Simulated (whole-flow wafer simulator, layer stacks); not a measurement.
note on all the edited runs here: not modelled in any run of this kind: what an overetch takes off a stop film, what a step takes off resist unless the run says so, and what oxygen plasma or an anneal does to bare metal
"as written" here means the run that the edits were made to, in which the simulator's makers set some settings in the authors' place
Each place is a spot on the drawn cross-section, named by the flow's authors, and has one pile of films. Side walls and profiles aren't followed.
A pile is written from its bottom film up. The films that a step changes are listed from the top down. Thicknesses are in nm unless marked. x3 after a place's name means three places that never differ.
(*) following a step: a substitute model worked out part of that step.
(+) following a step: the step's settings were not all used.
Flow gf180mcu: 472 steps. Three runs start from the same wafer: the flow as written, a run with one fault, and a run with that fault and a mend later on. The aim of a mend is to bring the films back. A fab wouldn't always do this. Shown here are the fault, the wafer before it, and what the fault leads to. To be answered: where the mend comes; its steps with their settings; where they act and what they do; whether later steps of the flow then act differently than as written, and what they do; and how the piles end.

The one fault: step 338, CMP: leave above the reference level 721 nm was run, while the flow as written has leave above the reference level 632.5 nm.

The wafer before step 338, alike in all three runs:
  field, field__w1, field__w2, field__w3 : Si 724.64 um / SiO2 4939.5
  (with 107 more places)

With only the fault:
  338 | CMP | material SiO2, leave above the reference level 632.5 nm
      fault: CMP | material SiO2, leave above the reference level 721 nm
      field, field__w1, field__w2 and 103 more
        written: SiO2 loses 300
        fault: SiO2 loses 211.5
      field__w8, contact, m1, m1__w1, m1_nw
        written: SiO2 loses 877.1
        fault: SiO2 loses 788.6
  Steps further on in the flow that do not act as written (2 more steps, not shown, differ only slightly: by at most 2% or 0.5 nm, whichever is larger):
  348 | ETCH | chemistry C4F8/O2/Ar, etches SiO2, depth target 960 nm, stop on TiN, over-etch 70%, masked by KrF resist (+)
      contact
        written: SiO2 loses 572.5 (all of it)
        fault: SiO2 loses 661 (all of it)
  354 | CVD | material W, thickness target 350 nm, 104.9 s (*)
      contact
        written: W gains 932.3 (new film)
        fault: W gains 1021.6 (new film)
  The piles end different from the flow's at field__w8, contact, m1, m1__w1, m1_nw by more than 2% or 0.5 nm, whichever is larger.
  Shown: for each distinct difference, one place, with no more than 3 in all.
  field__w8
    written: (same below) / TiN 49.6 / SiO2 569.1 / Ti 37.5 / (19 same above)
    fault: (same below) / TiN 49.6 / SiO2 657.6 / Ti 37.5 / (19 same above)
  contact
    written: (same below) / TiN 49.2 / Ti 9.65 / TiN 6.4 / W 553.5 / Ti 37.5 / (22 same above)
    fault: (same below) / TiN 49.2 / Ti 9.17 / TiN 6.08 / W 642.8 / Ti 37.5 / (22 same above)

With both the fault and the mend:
  The mend follows step 338.
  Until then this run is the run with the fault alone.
  338a | CMP | material SiO2, leave above the reference level 632.5 nm (the flow's step 338 again)
      field, field__w1, field__w2 and 108 more
        SiO2 loses 88.5
  Every later step of the flow that is run acts as written at every place that is followed.
  At every place that both follow, the piles at the end match the flow's.
